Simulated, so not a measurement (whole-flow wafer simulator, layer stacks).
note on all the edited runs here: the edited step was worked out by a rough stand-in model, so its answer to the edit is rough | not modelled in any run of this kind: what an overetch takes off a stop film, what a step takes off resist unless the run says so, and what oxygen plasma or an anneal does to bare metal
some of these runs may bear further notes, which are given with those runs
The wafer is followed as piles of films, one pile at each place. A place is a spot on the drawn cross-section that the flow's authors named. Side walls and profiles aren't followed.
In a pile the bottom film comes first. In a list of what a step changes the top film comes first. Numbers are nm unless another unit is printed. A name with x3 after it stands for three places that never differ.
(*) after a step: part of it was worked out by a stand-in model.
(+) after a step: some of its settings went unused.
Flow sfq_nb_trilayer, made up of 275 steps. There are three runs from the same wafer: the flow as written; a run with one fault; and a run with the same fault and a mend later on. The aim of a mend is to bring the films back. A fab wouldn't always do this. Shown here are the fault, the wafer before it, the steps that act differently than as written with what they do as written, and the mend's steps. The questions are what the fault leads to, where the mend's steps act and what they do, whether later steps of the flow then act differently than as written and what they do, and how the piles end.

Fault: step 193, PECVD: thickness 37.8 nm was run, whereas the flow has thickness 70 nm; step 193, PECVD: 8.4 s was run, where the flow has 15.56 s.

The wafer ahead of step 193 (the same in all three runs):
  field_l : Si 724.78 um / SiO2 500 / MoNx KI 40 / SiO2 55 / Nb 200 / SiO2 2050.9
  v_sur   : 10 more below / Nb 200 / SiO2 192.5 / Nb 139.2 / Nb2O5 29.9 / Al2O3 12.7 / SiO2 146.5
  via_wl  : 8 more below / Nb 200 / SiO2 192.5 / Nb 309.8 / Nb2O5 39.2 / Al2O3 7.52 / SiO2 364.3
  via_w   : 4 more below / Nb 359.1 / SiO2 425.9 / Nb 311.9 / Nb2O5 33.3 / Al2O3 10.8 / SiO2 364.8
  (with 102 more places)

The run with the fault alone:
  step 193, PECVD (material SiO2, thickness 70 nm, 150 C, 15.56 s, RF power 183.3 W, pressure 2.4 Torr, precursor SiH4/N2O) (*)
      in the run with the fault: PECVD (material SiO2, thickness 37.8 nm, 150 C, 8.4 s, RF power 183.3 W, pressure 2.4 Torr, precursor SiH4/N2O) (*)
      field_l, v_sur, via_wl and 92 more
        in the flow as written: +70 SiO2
        in the run with the fault: +37.8 SiO2
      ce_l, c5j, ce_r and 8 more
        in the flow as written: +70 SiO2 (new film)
        in the run with the fault: +37.8 SiO2 (new film)
  Steps further on in the flow that do not act as written (10 other steps are not shown; they differ only slightly, by no more than 2% or 0.5 nm, whichever is larger):
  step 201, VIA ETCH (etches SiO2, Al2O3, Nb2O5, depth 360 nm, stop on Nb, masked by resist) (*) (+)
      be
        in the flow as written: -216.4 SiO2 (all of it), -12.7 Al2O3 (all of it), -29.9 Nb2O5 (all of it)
        in the run with the fault: -184.2 SiO2 (all of it), -12.7 Al2O3 (all of it), -29.9 Nb2O5 (all of it)
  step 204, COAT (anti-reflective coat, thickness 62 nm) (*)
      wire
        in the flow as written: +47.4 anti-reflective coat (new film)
        in the run with the fault: +48.7 anti-reflective coat (new film)
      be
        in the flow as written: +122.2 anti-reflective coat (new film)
        in the run with the fault: +117.4 anti-reflective coat (new film)
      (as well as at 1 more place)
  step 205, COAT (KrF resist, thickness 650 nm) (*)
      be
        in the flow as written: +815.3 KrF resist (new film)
        in the run with the fault: +792.3 KrF resist (new film)
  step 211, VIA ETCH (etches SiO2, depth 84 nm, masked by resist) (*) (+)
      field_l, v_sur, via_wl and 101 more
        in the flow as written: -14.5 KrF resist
        in the run with the fault: -9.74 KrF resist
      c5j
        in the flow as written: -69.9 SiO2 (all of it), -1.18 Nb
        in the run with the fault: -37.7 SiO2 (all of it), -1.57 Nb
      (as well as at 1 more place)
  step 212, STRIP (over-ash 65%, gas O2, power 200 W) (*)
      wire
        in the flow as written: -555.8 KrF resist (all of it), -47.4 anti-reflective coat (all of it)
        in the run with the fault: -562.1 KrF resist (all of it), -48.7 anti-reflective coat (all of it)
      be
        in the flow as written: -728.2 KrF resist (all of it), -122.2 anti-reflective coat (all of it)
        in the run with the fault: -709.9 KrF resist (all of it), -117.4 anti-reflective coat (all of it)
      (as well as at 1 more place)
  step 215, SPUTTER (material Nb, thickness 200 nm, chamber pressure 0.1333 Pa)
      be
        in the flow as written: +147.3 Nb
        in the run with the fault: +154.7 Nb
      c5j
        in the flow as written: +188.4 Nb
        in the run with the fault: +196.6 Nb
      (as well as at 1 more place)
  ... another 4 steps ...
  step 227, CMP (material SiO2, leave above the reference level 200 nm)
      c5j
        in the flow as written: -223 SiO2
        in the run with the fault: -248.2 SiO2
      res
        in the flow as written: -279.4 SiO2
        in the run with the fault: -318.7 SiO2
  The piles end different from the flow's at v_sur, via_wl, via_w and 79 more by more than 2% or 0.5 nm, whichever is larger.
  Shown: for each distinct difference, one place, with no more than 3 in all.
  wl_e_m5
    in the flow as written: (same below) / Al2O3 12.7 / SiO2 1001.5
    in the run with the fault: (same below) / Al2O3 12.7 / SiO2 969.3
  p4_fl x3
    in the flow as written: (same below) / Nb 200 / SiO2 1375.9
    in the run with the fault: (same below) / Nb 200 / SiO2 1343.7
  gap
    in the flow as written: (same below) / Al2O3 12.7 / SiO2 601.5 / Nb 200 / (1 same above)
    in the run with the fault: (same below) / Al2O3 12.7 / SiO2 569.3 / Nb 200 / (1 same above)

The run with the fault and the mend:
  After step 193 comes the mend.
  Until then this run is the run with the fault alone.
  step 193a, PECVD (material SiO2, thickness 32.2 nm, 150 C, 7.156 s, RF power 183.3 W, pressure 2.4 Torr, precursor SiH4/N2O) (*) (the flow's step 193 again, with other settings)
      field_l, v_sur, via_wl and 103 more
        +32.2 SiO2
  Every later step of the flow that is run acts as written, at every place that is followed, to within 2% or 0.5 nm, whichever is larger.
  By the end, the piles equal the flow's at every place that both follow.
